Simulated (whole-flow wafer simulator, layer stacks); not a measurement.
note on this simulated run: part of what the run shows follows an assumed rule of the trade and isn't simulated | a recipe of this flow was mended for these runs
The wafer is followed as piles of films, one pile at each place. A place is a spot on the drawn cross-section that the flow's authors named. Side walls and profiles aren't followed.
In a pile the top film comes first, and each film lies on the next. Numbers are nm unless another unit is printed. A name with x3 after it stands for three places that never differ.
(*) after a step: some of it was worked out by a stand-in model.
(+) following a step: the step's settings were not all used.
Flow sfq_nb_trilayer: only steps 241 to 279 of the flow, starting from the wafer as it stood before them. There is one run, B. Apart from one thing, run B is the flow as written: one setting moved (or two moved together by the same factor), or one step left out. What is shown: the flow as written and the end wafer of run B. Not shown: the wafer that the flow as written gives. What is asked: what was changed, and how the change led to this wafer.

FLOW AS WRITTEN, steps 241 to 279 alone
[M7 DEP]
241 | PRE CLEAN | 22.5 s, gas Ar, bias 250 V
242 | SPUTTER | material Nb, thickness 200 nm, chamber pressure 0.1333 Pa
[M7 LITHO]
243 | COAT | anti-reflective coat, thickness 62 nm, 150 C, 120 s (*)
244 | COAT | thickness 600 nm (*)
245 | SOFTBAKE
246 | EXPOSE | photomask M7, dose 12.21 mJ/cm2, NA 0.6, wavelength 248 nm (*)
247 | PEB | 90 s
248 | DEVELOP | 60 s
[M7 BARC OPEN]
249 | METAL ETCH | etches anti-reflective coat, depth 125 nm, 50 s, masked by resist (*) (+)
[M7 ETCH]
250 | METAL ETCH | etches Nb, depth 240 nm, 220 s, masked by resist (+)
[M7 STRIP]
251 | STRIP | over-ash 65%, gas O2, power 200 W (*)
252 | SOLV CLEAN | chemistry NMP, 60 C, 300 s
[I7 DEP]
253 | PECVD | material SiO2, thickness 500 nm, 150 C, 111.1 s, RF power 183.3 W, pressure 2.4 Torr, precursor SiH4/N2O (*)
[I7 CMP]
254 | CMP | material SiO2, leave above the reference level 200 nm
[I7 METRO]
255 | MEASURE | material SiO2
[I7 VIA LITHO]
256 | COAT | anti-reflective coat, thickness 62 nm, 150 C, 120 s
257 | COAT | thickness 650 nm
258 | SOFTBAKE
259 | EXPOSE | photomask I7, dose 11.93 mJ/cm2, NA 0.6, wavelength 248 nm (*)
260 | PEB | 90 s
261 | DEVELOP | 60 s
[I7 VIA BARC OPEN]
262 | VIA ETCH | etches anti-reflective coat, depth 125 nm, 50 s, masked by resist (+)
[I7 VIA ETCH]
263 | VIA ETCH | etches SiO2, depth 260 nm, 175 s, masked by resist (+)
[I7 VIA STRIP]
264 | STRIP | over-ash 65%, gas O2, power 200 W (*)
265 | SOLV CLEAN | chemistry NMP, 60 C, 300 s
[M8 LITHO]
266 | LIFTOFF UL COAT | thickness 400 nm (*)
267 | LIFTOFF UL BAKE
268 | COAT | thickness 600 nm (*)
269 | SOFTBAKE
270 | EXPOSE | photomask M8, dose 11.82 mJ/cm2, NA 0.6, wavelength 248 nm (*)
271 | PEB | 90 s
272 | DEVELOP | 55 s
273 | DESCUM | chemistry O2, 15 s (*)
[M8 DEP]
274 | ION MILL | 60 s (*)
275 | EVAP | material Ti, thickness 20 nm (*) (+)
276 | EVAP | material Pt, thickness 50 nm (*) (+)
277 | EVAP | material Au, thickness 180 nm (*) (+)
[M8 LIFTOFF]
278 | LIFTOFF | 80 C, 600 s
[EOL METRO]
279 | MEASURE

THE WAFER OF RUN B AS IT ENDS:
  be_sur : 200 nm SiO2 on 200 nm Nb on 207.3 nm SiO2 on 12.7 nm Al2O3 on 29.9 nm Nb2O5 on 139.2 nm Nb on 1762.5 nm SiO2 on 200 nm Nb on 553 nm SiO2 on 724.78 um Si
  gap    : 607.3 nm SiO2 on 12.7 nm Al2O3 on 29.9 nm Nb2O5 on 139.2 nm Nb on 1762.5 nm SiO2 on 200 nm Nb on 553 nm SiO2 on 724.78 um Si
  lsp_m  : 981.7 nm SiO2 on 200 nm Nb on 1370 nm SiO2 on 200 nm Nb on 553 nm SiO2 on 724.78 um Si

Cause: step 242, SPUTTER: material Nb, thickness 200 nm, chamber pressure 0.1333 Pa, was skipped.

How this came from the change, step by step:
  243 | COAT | anti-reflective coat, thickness 62 nm, 150 C, 120 s (*)
      via_wr: anti-reflective coat gains 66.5 (new film) (in the flow as written it would be: anti-reflective coat gains 68.5 (new film))
      via_sp: anti-reflective coat gains 39 (new film) (in the flow as written it would be: anti-reflective coat gains 41.7 (new film))
      (and at 3 other places as well)
  244 | COAT | thickness 600 nm (*)
      via_v: KrF-resist-other-grade gains 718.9 (new film) (in the flow as written it would be: KrF-resist-other-grade gains 742.2 (new film))
  250 | METAL ETCH | etches Nb, depth 240 nm, 220 s, masked by resist (+)
      field_l, field_r, lsp_l and 62 more: SiO2 loses 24 (in the flow as written it would be: Nb loses 200 (all of it), SiO2 loses 4)
  251 | STRIP | over-ash 65%, gas O2, power 200 W (*)
      via_wr: KrF-resist-other-grade loses 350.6 (all of it), anti-reflective coat loses 66.5 (all of it) (in the flow as written it would be: KrF-resist-other-grade loses 348.3 (all of it), anti-reflective coat loses 68.5 (all of it))
      via_sp: KrF-resist-other-grade loses 367.9 (all of it), anti-reflective coat loses 39 (all of it) (in the flow as written it would be: KrF-resist-other-grade loses 364.2 (all of it), anti-reflective coat loses 41.7 (all of it))
      (and at 3 other places as well)
  253 | PECVD | material SiO2, thickness 500 nm, 150 C, 111.1 s, RF power 183.3 W, pressure 2.4 Torr, precursor SiH4/N2O (*)
      v_sur, via_wl, via_w and 37 more: SiO2 gains 500 (in the flow as written it would be: SiO2 gains 500 (new film))
      field_r, lsp_l: SiO2 gains 500 (in the flow as written it would be: SiO2 gains 477.2)
      (and at 5 other places as well)
  254 | CMP | material SiO2, leave above the reference level 200 nm
      field_l, p4_fl x5, p4_w1 x9 and 44 more: SiO2 loses 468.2 (in the flow as written it would be: SiO2 loses 96)
      v_sur, via_wl, via_w and 37 more: SiO2 loses 492.5 (in the flow as written it would be: SiO2 loses 300)
      (and at 7 other places as well)
If metal films that touch count as one body, be_sur has 3 bodies (between them, from the top down: SiO2 207.3 / Al2O3 12.7 / Nb2O5 29.9; SiO2 1762.5); the flow as written gives 4 bodies (between them, from the top down: SiO2 192.5; SiO2 207.3 / Al2O3 12.7 / Nb2O5 29.9; SiO2 1762.5).
If metal films that touch count as one body, gap has 2 bodies (between them, from the top down: SiO2 1762.5); the flow as written gives 3 bodies (between them, from the top down: SiO2 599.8 / Al2O3 12.7 / Nb2O5 29.9; SiO2 1762.5).
If metal films that touch count as one body, lsp_m has 2 bodies (between them, from the top down: SiO2 1370); the flow as written gives 3 bodies (between them, from the top down: SiO2 974.2; SiO2 1370).
